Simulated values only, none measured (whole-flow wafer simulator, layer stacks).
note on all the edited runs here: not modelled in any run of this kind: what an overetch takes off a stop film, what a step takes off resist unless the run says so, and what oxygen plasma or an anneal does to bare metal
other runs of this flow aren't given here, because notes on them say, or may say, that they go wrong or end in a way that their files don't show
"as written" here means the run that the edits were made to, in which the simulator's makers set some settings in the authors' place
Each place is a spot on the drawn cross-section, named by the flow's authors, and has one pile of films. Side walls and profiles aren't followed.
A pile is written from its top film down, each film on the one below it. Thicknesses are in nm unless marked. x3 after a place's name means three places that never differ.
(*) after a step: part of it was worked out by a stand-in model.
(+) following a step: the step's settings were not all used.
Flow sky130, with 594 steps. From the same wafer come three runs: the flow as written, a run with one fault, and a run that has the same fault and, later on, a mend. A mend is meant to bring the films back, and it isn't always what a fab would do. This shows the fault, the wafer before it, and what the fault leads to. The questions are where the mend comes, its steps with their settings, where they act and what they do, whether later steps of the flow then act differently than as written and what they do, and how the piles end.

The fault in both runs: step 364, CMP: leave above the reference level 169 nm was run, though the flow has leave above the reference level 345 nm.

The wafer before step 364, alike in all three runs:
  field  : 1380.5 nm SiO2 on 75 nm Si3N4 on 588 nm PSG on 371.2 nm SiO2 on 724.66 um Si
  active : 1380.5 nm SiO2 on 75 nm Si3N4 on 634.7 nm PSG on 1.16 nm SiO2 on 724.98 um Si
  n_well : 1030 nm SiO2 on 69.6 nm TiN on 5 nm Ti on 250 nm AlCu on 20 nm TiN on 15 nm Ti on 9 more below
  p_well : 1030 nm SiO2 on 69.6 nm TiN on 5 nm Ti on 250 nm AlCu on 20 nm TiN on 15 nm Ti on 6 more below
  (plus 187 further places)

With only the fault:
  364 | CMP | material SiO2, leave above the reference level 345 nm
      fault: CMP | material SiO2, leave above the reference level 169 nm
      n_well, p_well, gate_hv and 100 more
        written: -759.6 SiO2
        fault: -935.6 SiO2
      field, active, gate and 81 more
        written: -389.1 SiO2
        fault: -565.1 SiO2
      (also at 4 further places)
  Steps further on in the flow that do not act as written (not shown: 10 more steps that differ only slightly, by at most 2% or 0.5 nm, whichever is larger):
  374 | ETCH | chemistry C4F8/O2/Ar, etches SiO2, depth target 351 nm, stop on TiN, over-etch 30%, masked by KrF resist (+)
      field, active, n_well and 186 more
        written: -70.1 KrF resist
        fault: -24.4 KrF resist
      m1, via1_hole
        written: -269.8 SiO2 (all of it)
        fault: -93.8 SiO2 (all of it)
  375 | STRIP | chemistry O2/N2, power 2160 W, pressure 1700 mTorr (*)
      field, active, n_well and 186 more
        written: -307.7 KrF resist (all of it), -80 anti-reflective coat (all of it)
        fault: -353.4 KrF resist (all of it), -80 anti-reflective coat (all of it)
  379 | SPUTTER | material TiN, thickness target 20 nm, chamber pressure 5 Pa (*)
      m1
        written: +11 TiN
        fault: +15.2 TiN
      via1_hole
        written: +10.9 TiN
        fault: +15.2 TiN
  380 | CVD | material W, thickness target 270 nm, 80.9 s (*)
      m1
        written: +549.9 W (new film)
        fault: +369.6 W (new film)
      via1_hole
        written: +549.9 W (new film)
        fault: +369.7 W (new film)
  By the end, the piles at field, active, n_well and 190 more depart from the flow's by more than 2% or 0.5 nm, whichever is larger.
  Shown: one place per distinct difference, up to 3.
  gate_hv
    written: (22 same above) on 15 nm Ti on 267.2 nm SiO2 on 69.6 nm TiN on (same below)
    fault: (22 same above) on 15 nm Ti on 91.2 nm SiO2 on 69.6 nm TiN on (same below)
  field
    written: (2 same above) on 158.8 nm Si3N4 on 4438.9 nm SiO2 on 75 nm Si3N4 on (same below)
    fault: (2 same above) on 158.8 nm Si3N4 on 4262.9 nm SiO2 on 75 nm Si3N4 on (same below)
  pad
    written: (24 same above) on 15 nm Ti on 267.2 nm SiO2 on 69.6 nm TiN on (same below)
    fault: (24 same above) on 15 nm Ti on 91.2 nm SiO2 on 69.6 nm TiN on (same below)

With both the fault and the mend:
  After step 364 comes the mend.
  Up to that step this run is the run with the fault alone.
  364a | HDPCVD | thickness target 176 nm (*) (a further turn of the flow's step 363, with different settings)
      field, active, n_well and 188 more
        +176 SiO2
  None of the later steps of the flow differs from how it acts as written, at any place that is followed, by more than 2% or 0.5 nm, whichever is larger.
  By the end, the piles equal the flow's at every place that both follow.
